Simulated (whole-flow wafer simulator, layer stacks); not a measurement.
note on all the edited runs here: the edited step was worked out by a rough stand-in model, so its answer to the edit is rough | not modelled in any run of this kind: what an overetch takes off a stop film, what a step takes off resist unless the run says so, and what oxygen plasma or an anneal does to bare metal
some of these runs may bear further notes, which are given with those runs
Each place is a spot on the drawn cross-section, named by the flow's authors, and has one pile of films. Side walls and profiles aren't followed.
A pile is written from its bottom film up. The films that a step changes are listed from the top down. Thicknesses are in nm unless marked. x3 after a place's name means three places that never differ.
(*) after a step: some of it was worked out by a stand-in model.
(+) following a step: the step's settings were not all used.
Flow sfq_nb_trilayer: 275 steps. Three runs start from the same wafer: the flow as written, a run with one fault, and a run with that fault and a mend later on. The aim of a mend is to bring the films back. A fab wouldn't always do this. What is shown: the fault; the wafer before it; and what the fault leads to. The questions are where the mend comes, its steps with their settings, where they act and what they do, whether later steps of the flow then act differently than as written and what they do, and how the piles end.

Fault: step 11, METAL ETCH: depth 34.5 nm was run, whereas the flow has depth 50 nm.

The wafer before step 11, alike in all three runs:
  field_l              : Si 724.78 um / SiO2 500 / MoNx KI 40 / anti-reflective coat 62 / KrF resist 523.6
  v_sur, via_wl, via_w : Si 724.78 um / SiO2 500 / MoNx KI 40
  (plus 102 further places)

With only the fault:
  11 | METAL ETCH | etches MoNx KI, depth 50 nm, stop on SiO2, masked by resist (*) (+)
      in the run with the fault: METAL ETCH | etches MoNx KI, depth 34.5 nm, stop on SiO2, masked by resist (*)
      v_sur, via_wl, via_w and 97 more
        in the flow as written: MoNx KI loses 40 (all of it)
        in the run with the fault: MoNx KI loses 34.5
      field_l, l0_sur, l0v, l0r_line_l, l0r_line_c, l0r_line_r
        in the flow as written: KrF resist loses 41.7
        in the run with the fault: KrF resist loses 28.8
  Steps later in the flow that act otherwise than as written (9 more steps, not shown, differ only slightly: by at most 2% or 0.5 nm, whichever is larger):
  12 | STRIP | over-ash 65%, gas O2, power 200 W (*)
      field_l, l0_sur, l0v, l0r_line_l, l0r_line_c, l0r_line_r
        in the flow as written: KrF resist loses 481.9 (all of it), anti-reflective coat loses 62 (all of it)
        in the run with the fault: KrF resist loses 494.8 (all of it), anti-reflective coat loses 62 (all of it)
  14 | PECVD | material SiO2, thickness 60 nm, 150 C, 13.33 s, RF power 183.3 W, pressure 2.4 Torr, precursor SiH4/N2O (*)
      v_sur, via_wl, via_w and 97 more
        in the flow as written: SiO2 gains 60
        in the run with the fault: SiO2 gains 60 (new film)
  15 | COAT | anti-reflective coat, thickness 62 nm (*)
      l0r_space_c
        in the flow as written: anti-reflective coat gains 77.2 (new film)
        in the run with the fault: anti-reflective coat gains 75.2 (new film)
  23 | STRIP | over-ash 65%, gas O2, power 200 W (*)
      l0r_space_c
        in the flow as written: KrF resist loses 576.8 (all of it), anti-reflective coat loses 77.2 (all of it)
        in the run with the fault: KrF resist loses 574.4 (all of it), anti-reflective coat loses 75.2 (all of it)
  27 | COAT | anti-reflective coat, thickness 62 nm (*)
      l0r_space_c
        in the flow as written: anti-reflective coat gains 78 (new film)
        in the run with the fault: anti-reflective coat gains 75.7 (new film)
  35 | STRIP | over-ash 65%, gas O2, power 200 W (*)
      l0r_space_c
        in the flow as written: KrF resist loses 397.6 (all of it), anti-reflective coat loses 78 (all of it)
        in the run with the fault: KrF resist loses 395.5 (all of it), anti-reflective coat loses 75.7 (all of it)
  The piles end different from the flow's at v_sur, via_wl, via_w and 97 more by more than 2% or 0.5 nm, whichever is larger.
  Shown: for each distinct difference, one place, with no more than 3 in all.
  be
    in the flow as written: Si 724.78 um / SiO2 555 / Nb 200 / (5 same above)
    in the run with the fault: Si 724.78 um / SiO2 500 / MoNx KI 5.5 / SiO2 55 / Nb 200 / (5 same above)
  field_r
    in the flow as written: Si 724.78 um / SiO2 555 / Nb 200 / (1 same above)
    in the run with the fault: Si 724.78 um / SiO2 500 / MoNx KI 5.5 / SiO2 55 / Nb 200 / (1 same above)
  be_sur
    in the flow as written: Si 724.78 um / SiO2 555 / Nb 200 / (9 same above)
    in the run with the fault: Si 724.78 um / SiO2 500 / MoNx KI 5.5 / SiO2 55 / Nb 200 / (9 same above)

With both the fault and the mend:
  After step 12 comes the mend.
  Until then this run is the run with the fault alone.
  12a | COAT | anti-reflective coat, thickness 62 nm (*) (the flow's step 4, run once more)
      p4_fl x3, p4_w1 x9, p4_g1 x2 and 59 more
        anti-reflective coat gains 62 (new film)
      be, be_sur, gap and 11 more
        anti-reflective coat gains 63.5 (new film)
      via_v, wire, lsp_l
        anti-reflective coat gains 63.6 (new film)
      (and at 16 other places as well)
  12b | COAT | KrF resist, thickness 600 nm (*) (the flow's step 5, run once more)
      p4_fl x3, p4_w1 x9, p4_g1 x2 and 59 more
        KrF resist gains 600 (new film)
      jj_sur, ce_l, c5j, ce_r, sp_r, be_r, r_sur
        KrF resist gains 605.8 (new film)
      be_sur, gap, res, r_end
        KrF resist gains 605.9 (new film)
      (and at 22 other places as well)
  12c | SOFTBAKE | KrF resist (the flow's step 6, run once more)
      leaves every film unchanged at each place that is followed
  12d | EXPOSE | photomask L0, dose 11.59 mJ/cm2, NA 0.6, wavelength 248 nm (*) (the flow's step 7, run once more)
      leaves every film unchanged at each place that is followed
  12e | PEB | KrF resist, 90 s (the flow's step 8, run once more)
      p4_fl x3, p4_w1 x9, p4_g1 x2 and 62 more
        KrF resist loses 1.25
      v_sur, via_w, via_wr and 22 more
        KrF resist loses 1.27
      field_l, l0_sur, l0v
        KrF resist loses 1.24
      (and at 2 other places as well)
  12f | DEVELOP | KrF resist, thickness 600 nm, 60 s (the flow's step 9, run once more)
      p4_fl x3, p4_w1 x9, p4_g1 x2 and 59 more
        KrF resist loses 598.7 (all of it)
      field_l, l0_sur, l0v, l0r_line_l, l0r_line_c, l0r_line_r
        KrF resist loses 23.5
      ce_l, c5j, ce_r, sp_r, be_r
        KrF resist loses 604.5 (all of it)
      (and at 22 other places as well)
  12g | METAL ETCH | etches anti-reflective coat, depth 125 nm, masked by resist (*) (+) (the flow's step 10, run once more)
      p4_fl x3, p4_w1 x9, p4_g1 x2 and 59 more
        anti-reflective coat loses 62 (all of it)
      be, be_sur, gap and 11 more
        anti-reflective coat loses 63.5 (all of it)
      field_l, l0_sur, l0v, l0r_line_l, l0r_line_c, l0r_line_r
        KrF resist loses 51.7
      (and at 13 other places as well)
  12h | METAL ETCH | etches MoNx KI, depth 15.5 nm, stop on SiO2, masked by resist (+) (the flow's step 11, run once more with other settings)
      v_sur, via_wl, via_w and 97 more
        MoNx KI loses 5.5 (all of it)
      field_l, l0_sur, l0v, l0r_line_l, l0r_line_c, l0r_line_r
        KrF resist loses 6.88
  12i | STRIP | over-ash 65%, gas O2, power 200 W (*) (the flow's step 12, run once more)
      l0r_line_l, l0r_line_c, l0r_line_r
        KrF resist loses 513 (all of it), anti-reflective coat loses 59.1 (all of it)
      field_l
        KrF resist loses 508.7 (all of it), anti-reflective coat loses 57.1 (all of it)
      l0_sur
        KrF resist loses 510.2 (all of it), anti-reflective coat loses 54.6 (all of it)
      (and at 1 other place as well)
  Every later step of the flow that is run acts as written at every place that is followed.
  The piles end the same as the flow's at every place that both follow.
